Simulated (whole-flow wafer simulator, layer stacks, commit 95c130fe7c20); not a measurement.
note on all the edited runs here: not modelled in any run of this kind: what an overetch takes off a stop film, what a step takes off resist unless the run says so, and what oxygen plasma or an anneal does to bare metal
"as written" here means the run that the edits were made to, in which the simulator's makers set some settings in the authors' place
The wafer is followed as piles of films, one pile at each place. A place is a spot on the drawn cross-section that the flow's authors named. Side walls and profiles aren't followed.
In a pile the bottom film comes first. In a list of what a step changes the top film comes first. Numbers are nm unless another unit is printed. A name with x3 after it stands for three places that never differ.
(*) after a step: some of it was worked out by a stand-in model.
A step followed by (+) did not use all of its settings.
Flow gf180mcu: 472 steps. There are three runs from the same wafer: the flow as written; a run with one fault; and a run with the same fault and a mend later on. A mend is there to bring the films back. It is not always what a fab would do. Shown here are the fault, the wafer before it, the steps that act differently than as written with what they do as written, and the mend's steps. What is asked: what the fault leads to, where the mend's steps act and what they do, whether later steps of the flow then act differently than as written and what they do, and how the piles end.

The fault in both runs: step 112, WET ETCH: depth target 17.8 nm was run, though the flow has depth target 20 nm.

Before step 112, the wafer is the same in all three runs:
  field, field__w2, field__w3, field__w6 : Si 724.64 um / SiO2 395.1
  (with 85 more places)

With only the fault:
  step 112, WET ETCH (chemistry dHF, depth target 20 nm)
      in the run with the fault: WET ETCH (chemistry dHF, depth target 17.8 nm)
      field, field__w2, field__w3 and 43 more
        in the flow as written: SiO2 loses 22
        in the run with the fault: SiO2 loses 19.6
  Later steps of the flow acting differently than as written (57 more steps, not shown, differ only slightly: by at most 2% or 0.5 nm, whichever is larger):
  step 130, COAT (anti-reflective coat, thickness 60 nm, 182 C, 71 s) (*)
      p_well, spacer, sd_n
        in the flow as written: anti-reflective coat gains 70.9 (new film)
        in the run with the fault: anti-reflective coat gains 73.2 (new film)
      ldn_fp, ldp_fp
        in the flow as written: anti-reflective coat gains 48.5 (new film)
        in the run with the fault: anti-reflective coat gains 47.3 (new film)
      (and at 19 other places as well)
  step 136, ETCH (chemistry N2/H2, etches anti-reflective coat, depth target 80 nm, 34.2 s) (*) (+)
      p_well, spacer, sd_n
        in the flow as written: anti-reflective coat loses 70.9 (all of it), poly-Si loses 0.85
        in the run with the fault: anti-reflective coat loses 73.2 (all of it), poly-Si loses 0.79
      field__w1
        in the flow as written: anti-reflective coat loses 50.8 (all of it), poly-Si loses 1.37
        in the run with the fault: anti-reflective coat loses 49.6 (all of it), poly-Si loses 1.39
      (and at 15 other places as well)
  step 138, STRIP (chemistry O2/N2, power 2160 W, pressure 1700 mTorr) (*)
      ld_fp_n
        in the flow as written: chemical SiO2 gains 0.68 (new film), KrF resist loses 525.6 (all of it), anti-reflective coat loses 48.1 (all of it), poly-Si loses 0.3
        in the run with the fault: chemical SiO2 gains 0.68 (new film), KrF resist loses 525.3 (all of it), anti-reflective coat loses 47 (all of it), poly-Si loses 0.3
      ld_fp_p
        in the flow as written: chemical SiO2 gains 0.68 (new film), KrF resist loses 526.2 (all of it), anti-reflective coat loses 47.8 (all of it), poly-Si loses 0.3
        in the run with the fault: chemical SiO2 gains 0.68 (new film), KrF resist loses 526.3 (all of it), anti-reflective coat loses 46.4 (all of it), poly-Si loses 0.3
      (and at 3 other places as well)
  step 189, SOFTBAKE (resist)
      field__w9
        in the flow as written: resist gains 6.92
        in the run with the fault: resist loses 3.08
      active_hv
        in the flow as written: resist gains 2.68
        in the run with the fault: resist loses 0.52
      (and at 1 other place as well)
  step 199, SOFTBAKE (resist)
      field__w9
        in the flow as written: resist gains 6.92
        in the run with the fault: resist loses 3.08
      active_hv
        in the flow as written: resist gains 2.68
        in the run with the fault: resist loses 0.52
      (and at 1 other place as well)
  At the end the piles are close to the flow's at the places that both follow, differing by at most 2% or 0.5 nm, whichever is larger.

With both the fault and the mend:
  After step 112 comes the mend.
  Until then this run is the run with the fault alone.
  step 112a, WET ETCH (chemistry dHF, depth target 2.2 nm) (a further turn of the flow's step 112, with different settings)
      field, field__w2, field__w3 and 43 more
        SiO2 loses 2.2
  Later steps of the flow that are run all act as written at every place that is followed, up to a difference of at most 2% or 0.5 nm, whichever is larger.
  At the end the piles are close to the flow's at the places that both follow, differing by at most 2% or 0.5 nm, whichever is larger.
